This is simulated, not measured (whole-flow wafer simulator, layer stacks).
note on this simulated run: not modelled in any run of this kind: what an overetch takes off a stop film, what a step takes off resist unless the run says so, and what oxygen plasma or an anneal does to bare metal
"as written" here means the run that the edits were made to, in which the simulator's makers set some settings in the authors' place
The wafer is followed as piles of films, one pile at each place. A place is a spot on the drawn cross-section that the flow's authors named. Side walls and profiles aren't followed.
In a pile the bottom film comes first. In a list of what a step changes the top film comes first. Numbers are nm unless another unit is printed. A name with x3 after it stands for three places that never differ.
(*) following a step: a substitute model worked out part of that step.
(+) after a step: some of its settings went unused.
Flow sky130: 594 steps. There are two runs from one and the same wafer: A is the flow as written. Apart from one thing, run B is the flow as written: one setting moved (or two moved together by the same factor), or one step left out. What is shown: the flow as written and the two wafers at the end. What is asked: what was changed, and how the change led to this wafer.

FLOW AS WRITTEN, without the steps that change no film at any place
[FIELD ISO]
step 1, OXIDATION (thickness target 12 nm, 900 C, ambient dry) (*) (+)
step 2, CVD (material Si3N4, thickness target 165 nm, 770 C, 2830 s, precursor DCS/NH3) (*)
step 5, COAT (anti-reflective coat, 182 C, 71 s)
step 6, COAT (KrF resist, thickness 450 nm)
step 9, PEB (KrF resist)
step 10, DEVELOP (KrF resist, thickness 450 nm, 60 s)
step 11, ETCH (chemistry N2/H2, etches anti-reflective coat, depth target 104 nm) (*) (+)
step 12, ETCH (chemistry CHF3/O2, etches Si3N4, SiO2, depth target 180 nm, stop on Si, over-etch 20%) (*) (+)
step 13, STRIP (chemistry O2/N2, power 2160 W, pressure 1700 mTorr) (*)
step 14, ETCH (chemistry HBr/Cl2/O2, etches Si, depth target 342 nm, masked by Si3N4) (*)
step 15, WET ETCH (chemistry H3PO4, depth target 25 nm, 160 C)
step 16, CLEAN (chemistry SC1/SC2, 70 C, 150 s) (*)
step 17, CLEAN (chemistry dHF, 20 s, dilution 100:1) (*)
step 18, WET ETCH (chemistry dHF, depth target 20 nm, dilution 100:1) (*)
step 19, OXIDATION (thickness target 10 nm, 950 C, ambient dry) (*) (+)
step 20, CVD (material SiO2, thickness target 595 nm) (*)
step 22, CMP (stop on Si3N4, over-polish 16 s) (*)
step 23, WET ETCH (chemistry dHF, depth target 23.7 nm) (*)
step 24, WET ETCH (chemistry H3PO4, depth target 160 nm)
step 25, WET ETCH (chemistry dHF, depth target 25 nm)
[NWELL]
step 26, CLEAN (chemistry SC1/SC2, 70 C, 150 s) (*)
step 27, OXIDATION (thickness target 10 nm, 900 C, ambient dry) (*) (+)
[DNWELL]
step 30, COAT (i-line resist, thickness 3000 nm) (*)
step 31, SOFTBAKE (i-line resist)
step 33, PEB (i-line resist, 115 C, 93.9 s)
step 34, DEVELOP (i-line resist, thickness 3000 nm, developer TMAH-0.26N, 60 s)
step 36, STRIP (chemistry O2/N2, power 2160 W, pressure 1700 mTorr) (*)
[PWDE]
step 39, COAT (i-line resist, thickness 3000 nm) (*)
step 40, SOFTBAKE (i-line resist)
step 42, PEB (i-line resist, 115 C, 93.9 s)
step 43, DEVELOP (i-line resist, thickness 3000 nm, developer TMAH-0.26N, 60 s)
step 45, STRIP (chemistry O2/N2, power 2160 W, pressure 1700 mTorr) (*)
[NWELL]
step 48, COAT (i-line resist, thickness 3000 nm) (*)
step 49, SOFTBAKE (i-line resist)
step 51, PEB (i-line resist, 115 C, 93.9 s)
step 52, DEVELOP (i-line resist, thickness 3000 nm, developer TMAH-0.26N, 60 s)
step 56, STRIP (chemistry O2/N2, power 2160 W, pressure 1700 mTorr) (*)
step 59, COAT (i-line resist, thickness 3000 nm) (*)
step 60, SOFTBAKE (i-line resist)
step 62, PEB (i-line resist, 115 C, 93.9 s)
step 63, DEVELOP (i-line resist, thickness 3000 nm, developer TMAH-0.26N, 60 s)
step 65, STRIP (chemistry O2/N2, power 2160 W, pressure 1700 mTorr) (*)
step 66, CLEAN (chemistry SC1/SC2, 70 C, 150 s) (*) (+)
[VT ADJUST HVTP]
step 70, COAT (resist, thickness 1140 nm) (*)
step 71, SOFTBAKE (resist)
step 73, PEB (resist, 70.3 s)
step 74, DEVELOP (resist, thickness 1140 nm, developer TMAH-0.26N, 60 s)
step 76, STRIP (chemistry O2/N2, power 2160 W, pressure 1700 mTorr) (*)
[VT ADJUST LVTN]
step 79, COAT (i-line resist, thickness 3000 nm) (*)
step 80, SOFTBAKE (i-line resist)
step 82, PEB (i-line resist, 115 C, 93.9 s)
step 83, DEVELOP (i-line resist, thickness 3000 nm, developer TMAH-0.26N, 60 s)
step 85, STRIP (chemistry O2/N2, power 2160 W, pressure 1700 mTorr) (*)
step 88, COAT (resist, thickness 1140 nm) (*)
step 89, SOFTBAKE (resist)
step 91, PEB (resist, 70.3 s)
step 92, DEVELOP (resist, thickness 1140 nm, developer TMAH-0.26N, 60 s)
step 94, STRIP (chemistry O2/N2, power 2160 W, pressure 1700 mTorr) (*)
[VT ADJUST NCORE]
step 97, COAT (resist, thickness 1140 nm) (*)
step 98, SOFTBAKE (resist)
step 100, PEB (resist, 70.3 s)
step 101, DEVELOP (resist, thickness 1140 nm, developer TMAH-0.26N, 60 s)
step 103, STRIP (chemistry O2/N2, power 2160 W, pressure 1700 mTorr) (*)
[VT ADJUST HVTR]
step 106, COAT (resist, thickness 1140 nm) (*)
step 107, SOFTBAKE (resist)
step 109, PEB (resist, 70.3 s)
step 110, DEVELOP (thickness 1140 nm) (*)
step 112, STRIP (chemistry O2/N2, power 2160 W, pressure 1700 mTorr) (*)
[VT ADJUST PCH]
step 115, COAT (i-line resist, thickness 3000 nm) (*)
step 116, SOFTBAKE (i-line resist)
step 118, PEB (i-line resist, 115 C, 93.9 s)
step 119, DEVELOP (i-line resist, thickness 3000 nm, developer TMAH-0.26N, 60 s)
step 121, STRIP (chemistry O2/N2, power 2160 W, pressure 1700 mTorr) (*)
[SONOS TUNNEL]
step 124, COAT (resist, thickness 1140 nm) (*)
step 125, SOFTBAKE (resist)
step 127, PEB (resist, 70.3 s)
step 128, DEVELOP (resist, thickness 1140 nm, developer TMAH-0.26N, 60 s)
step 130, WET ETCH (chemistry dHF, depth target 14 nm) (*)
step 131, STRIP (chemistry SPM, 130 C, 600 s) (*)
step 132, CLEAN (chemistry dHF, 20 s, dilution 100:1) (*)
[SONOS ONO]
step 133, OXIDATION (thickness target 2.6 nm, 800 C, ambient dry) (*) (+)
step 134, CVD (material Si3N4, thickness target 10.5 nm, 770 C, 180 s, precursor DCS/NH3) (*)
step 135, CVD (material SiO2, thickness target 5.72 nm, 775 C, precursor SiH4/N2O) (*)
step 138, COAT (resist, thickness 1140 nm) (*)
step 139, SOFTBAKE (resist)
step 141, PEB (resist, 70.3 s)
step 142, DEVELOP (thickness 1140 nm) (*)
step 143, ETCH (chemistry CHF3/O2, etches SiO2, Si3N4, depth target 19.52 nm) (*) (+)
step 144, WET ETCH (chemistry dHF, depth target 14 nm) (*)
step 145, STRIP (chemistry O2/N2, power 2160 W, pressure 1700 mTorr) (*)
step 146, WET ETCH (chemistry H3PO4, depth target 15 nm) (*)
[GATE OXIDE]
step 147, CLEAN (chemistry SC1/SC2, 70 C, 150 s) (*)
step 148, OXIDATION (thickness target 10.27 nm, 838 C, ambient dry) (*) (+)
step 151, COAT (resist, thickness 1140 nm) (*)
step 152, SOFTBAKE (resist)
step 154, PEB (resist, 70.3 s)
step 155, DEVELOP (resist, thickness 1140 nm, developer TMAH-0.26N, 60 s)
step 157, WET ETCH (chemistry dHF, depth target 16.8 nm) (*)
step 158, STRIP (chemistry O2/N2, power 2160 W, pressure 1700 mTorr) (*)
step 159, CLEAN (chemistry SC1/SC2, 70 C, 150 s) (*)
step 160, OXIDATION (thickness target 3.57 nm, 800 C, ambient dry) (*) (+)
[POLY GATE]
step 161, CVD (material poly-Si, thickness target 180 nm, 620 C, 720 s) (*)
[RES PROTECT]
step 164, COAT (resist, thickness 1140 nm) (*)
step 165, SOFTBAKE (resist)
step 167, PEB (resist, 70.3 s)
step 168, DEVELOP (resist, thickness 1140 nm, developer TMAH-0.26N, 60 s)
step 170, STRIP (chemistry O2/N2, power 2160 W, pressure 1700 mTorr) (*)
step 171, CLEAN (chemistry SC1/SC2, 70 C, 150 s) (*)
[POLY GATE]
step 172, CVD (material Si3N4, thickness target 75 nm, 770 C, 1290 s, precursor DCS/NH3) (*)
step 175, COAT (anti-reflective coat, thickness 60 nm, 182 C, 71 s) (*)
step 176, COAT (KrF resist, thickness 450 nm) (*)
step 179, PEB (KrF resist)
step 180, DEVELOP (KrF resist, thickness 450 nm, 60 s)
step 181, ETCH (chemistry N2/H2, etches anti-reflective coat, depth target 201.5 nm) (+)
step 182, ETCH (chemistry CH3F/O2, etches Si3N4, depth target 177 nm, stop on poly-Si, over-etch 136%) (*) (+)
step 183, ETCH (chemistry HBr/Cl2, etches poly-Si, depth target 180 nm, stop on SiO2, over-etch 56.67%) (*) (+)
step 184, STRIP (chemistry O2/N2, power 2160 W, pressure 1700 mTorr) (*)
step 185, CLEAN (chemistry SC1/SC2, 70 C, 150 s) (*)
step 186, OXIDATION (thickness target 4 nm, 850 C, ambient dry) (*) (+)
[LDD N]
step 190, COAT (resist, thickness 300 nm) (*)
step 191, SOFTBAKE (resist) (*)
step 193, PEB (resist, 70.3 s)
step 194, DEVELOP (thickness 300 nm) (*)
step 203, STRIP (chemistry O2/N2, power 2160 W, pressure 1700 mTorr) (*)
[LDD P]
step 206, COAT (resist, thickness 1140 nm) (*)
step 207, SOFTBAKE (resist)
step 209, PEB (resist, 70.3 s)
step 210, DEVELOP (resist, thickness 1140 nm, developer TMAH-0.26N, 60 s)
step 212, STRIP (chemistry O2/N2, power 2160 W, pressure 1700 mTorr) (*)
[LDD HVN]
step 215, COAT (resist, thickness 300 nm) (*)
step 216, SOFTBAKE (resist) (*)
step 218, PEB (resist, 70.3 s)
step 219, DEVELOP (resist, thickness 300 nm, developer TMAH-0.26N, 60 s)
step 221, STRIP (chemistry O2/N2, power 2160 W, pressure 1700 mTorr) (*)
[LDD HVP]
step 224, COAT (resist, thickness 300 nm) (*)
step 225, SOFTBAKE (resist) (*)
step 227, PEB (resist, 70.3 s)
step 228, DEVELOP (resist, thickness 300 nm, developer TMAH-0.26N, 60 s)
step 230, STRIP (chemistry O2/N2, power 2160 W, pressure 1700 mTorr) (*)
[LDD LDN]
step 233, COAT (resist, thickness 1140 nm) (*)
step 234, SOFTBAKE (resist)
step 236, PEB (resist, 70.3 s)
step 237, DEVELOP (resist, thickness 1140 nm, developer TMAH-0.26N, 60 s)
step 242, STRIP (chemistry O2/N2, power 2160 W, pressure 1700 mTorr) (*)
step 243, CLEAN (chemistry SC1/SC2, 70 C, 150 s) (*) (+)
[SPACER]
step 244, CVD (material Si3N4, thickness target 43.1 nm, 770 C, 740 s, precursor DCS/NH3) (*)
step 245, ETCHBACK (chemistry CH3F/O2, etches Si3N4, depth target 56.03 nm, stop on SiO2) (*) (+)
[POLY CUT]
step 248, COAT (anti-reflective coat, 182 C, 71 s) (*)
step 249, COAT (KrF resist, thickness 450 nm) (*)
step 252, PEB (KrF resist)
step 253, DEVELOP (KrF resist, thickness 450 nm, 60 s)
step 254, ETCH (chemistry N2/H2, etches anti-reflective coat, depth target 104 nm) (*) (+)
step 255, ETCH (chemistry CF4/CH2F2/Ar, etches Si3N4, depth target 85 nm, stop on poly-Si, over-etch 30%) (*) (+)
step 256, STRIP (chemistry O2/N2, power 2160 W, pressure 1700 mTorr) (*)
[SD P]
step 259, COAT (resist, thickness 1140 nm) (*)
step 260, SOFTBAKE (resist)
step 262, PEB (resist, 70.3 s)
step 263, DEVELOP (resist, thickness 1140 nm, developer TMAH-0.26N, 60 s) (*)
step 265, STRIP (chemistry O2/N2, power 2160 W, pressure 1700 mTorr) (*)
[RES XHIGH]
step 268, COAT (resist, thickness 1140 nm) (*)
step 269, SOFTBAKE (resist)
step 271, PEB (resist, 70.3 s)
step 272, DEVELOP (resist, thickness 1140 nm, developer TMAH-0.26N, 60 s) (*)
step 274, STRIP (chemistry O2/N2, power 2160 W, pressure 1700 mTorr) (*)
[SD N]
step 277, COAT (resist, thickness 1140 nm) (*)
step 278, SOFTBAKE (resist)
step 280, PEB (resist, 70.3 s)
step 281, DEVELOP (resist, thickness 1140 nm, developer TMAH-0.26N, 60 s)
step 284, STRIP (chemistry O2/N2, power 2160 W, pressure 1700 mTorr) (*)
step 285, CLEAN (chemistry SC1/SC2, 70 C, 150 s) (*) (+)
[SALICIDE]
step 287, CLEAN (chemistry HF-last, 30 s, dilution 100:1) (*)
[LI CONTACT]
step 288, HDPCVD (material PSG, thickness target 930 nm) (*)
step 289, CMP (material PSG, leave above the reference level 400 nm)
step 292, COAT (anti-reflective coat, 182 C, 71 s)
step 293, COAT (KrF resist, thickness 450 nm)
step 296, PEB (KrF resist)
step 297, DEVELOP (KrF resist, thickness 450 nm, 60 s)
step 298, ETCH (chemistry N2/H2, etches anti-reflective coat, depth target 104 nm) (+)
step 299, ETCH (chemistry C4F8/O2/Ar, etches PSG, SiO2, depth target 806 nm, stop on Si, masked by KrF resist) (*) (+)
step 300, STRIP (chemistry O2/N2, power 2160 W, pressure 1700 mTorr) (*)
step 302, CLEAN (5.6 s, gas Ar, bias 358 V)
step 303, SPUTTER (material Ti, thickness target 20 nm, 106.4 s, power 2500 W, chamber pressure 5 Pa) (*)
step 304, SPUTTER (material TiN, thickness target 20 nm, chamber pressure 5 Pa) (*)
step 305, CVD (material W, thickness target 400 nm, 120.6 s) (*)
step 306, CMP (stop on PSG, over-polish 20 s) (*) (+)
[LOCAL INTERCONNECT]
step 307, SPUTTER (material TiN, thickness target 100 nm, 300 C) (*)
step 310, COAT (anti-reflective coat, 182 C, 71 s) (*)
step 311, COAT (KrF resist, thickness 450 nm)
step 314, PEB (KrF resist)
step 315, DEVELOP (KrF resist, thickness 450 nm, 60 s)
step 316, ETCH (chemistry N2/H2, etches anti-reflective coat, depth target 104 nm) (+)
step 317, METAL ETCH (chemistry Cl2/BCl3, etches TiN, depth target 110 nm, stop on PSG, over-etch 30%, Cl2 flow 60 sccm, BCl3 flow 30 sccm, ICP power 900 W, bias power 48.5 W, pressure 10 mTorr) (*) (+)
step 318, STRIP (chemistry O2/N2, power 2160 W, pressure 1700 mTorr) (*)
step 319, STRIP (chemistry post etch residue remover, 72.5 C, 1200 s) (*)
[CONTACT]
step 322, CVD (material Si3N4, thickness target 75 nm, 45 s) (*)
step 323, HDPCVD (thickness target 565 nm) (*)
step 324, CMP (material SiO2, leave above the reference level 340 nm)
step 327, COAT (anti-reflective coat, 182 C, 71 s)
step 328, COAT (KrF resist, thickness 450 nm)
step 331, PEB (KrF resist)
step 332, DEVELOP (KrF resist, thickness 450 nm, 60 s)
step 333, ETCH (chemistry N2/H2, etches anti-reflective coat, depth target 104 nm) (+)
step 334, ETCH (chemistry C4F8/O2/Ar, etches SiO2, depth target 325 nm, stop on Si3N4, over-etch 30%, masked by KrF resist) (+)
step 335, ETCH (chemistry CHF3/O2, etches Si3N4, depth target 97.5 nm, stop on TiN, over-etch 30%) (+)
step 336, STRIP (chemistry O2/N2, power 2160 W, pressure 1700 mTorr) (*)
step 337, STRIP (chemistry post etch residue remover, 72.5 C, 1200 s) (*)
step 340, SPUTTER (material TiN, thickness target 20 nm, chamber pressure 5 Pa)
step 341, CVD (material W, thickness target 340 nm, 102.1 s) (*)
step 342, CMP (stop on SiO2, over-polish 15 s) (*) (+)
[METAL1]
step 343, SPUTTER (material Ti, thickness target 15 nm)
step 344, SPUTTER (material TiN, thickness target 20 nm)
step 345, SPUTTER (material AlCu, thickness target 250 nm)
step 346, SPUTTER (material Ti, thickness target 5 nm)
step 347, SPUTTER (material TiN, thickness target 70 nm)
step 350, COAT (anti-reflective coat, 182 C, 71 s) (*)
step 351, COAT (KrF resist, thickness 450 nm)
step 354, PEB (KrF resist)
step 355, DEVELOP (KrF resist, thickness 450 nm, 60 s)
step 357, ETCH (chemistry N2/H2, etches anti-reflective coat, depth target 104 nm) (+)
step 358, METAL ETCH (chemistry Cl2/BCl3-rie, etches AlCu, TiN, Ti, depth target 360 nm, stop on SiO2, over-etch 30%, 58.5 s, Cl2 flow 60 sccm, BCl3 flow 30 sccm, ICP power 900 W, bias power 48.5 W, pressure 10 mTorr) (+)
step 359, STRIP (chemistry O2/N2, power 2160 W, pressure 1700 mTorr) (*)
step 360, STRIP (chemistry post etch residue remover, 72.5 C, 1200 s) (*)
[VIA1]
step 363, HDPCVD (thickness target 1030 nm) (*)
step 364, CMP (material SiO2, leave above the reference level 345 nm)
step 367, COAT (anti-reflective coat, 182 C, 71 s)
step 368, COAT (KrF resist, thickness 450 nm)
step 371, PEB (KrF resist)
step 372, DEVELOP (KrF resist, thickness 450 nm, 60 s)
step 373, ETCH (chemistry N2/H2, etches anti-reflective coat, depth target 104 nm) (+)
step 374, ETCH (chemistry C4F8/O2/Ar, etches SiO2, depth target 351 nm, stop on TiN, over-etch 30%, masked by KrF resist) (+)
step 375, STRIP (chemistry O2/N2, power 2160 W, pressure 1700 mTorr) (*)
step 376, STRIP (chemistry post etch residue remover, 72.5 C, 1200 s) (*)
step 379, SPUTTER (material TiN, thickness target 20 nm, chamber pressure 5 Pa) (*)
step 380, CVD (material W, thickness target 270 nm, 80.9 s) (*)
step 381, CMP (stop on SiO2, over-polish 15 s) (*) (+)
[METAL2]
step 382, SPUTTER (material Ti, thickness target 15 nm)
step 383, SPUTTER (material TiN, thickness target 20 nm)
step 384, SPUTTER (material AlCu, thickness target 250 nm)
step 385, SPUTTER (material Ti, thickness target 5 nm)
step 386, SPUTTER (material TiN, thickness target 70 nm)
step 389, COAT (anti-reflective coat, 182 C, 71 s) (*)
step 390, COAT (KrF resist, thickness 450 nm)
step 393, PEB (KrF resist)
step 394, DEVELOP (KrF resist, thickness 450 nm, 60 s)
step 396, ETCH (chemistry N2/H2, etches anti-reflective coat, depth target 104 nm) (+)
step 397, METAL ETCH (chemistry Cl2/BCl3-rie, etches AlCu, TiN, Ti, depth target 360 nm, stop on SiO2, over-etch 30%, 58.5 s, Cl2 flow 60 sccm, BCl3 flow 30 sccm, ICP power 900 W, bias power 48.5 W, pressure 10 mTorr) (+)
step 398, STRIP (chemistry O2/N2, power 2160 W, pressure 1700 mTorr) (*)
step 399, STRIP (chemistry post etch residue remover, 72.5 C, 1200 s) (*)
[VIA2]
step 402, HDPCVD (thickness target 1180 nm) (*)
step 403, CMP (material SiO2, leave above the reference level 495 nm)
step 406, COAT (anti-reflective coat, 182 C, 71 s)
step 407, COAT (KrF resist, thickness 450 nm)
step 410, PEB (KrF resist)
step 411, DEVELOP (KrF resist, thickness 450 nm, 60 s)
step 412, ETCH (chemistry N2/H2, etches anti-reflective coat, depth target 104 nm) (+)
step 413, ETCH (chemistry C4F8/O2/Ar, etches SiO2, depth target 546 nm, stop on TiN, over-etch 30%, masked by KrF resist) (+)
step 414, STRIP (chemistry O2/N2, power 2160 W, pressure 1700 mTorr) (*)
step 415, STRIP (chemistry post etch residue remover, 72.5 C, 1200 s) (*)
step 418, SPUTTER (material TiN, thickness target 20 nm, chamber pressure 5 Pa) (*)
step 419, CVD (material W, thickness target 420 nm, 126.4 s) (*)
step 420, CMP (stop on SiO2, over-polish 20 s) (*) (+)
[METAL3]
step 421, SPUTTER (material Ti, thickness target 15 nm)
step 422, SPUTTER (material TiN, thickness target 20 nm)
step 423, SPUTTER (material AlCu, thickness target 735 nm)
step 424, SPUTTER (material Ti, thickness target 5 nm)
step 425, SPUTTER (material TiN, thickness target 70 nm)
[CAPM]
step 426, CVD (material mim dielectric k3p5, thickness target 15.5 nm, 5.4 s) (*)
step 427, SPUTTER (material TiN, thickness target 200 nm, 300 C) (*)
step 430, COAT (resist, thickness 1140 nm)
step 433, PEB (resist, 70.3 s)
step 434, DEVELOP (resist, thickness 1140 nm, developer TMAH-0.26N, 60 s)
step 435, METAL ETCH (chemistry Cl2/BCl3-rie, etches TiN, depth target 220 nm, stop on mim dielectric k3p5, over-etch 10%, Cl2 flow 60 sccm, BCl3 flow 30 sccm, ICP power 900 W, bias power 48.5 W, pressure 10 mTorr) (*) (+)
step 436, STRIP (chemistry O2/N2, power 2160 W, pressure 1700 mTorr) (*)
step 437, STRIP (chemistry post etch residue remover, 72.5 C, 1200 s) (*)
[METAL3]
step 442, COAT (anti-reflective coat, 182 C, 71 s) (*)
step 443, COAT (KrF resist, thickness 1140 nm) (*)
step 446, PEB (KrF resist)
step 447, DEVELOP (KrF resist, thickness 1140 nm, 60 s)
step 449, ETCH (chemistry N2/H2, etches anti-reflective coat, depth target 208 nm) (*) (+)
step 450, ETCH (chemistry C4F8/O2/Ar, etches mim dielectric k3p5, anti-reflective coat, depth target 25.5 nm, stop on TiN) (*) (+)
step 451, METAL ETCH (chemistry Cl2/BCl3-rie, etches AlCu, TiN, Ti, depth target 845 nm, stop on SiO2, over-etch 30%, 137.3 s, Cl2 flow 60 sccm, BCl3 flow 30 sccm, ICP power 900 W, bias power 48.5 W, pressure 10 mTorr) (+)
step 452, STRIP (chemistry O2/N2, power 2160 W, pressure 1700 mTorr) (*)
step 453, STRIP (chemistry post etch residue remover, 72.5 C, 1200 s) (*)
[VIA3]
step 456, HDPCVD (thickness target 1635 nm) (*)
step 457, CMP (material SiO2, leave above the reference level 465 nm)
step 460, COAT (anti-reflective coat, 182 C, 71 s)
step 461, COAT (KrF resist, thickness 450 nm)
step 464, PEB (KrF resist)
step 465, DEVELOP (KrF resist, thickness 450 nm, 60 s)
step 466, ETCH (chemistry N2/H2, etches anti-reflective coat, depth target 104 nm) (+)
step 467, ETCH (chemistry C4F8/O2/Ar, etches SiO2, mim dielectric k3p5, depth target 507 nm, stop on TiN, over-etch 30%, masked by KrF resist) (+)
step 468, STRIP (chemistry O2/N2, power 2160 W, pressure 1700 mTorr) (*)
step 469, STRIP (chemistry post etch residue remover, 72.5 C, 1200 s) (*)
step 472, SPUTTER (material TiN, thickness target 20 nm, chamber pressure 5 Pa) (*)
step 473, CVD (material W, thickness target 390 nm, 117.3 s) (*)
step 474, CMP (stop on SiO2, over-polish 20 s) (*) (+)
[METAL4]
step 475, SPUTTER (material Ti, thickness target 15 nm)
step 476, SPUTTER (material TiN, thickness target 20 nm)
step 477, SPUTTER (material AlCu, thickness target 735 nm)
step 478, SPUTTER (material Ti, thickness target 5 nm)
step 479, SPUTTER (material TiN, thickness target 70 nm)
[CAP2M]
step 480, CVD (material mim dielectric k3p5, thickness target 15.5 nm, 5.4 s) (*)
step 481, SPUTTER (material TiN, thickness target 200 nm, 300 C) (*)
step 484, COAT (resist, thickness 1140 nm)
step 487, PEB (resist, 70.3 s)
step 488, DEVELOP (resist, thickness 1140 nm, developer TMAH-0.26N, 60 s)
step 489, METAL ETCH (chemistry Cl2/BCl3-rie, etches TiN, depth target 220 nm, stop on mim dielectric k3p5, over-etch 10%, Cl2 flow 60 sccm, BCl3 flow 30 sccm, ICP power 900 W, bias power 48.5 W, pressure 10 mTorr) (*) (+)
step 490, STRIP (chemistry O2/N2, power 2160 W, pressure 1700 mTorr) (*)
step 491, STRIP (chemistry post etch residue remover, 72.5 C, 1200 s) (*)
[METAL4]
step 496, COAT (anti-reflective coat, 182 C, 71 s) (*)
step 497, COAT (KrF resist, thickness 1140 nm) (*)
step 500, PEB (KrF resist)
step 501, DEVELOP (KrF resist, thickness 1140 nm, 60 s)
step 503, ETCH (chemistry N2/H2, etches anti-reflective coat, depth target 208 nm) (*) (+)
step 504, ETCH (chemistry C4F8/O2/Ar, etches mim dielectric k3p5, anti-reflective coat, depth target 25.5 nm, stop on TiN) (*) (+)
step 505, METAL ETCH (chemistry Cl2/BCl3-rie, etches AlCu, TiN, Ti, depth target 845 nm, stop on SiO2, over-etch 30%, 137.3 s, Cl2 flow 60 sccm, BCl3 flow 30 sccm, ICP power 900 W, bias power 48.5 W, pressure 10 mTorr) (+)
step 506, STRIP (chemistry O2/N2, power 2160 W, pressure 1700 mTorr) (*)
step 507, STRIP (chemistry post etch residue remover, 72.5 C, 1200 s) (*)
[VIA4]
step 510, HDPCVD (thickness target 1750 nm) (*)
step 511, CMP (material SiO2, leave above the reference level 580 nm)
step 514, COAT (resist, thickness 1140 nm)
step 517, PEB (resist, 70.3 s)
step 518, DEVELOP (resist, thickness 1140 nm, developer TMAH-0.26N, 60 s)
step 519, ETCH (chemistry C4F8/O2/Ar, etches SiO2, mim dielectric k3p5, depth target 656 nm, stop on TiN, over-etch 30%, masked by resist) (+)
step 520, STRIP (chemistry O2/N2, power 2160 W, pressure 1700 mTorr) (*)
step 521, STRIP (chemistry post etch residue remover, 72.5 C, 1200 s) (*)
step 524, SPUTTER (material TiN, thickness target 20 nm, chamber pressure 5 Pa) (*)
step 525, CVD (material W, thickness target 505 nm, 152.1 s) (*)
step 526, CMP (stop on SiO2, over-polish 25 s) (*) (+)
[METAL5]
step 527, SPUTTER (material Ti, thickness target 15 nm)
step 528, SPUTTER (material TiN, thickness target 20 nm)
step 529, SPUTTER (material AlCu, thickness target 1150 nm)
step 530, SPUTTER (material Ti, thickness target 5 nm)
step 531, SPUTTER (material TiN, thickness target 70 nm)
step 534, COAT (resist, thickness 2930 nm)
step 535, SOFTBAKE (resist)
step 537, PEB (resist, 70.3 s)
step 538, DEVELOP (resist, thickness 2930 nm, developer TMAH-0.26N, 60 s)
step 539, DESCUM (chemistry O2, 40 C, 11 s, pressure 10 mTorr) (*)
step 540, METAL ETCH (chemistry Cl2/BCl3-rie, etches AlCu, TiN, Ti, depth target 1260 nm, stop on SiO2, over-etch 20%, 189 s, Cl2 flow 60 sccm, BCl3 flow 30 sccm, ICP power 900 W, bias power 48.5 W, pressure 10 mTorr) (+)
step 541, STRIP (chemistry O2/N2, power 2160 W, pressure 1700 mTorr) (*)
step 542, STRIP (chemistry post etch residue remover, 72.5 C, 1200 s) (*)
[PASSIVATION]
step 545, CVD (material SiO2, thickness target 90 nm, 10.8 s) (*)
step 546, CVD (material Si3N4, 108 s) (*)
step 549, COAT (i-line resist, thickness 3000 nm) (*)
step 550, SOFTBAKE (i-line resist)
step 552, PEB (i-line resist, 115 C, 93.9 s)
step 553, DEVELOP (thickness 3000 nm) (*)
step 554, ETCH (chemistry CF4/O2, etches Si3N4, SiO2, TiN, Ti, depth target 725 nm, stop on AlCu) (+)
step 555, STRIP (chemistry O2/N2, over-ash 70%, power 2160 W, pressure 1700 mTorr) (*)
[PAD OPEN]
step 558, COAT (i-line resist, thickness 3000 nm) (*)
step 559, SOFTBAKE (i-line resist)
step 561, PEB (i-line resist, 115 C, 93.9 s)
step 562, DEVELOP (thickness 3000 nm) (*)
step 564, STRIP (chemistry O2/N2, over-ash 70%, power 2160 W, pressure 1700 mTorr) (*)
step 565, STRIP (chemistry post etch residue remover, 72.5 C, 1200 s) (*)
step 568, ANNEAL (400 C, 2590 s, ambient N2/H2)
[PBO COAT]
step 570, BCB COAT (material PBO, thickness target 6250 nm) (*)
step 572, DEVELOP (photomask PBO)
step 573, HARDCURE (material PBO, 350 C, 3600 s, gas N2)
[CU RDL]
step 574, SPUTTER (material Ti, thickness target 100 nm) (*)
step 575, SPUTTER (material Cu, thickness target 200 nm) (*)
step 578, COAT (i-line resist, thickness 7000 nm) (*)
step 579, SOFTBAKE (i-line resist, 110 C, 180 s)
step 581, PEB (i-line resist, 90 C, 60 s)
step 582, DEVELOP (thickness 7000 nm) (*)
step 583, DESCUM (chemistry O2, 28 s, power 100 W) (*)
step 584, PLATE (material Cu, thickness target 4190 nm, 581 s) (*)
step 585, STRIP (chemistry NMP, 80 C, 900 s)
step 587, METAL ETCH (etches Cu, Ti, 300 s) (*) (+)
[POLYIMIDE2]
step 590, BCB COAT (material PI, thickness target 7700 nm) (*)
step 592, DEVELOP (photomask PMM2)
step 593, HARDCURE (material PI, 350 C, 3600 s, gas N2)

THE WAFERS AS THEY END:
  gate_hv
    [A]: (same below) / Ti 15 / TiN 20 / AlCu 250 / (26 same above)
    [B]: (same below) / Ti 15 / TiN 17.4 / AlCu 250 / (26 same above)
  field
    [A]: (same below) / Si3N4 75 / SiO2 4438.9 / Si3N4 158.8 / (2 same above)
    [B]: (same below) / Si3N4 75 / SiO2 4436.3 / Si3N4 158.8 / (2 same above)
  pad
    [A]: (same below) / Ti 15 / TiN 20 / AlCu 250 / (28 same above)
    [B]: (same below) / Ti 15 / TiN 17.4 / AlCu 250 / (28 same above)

The reason: step 344, SPUTTER: thickness target 17.4 nm was run, though the flow has thickness target 20 nm.
The wafer lets one read it off: gate_hv has TiN 17.4, and step 344 as written asks for 20 nm.

Step by step, how the change led to this:
  step 344, SPUTTER (material TiN, thickness target 20 nm)
      field, active, n_well and 188 more: A TiN gains 20 (new film) | B TiN gains 17.4 (new film)
  step 358, METAL ETCH (chemistry Cl2/BCl3-rie, etches AlCu, TiN, Ti, depth target 360 nm, stop on SiO2, over-etch 30%, 58.5 s, Cl2 flow 60 sccm, BCl3 flow 30 sccm, ICP power 900 W, bias power 48.5 W, pressure 10 mTorr) (+)
      field, active, gate and 81 more: A TiN loses 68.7 (all of it), Ti loses 5 (all of it), AlCu loses 250 (all of it), TiN loses 20 (all of it), Ti loses 15 (all of it), SiO2 loses 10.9 | B TiN loses 68.7 (all of it), Ti loses 5 (all of it), AlCu loses 250 (all of it), TiN loses 17.4 (all of it), Ti loses 15 (all of it), SiO2 loses 11.2
